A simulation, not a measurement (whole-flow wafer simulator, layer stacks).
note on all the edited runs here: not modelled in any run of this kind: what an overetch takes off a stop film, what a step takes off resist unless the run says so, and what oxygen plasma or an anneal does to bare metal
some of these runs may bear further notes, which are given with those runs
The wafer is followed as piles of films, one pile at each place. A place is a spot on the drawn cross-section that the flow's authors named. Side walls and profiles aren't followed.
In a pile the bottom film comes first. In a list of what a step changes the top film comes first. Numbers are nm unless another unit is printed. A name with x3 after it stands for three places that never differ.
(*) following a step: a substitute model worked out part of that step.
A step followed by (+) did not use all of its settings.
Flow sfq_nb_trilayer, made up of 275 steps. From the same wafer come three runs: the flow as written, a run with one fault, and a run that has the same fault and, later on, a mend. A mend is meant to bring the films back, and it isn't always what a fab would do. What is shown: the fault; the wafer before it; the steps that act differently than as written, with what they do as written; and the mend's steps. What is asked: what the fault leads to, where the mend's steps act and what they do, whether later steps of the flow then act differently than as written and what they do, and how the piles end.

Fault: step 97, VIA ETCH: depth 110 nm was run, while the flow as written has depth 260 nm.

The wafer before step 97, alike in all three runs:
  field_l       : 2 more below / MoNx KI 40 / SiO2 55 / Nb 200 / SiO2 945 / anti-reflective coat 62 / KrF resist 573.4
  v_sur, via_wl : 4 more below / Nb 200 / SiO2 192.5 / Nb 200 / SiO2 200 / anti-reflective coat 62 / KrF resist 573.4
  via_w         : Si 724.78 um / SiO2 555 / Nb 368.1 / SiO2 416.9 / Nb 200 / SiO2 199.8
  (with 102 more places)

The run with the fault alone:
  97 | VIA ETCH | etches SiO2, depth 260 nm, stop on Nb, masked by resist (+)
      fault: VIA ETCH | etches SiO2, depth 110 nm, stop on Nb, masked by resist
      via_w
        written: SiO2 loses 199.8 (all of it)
        fault: SiO2 loses 110
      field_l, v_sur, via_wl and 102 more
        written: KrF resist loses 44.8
        fault: KrF resist loses 19
  Steps later in the flow that act otherwise than as written (3 more steps, not shown, differ only slightly: by at most 2% or 0.5 nm, whichever is larger):
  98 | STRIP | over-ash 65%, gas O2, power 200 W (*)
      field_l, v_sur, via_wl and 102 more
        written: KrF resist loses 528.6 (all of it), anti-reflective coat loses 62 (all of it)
        fault: KrF resist loses 554.5 (all of it), anti-reflective coat loses 62 (all of it)
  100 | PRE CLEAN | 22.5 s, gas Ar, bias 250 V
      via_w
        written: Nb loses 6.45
        fault: SiO2 loses 7.5
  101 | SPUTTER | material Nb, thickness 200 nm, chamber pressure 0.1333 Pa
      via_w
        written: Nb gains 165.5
        fault: Nb gains 185.3 (new film)
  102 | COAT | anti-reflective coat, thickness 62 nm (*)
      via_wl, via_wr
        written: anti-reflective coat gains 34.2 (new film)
        fault: anti-reflective coat gains 38.8 (new film)
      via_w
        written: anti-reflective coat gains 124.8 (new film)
        fault: anti-reflective coat gains 104.4 (new film)
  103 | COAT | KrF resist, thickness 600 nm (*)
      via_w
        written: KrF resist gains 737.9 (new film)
        fault: KrF resist gains 664.6 (new film)
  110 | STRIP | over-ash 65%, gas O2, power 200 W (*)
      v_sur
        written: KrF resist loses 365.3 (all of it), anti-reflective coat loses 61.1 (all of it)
        fault: KrF resist loses 373.8 (all of it), anti-reflective coat loses 60.4 (all of it)
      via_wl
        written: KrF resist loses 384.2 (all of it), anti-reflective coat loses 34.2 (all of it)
        fault: KrF resist loses 391 (all of it), anti-reflective coat loses 38.8 (all of it)
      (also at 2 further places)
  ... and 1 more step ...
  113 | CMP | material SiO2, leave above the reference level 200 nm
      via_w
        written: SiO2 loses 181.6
        fault: SiO2 loses 175.1
  At via_w, the piles at the end differ from the flow's by more than 2% or 0.5 nm, whichever is larger.
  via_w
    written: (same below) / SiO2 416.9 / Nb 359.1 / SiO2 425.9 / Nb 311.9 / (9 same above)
    fault: (same below) / SiO2 416.9 / Nb 200 / SiO2 82.3 / Nb 185.3 / SiO2 317.4 / Nb 311.9 / (9 same above)

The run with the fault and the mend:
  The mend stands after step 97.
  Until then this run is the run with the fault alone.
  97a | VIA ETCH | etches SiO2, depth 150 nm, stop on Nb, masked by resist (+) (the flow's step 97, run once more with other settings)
      field_l, v_sur, via_wl and 102 more
        KrF resist loses 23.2
      via_w
        SiO2 loses 89.8 (all of it)
  Every later step of the flow that is run acts as written, at every place that is followed, to within 2% or 0.5 nm, whichever is larger.
  The piles end the same as the flow's at every place that both follow.
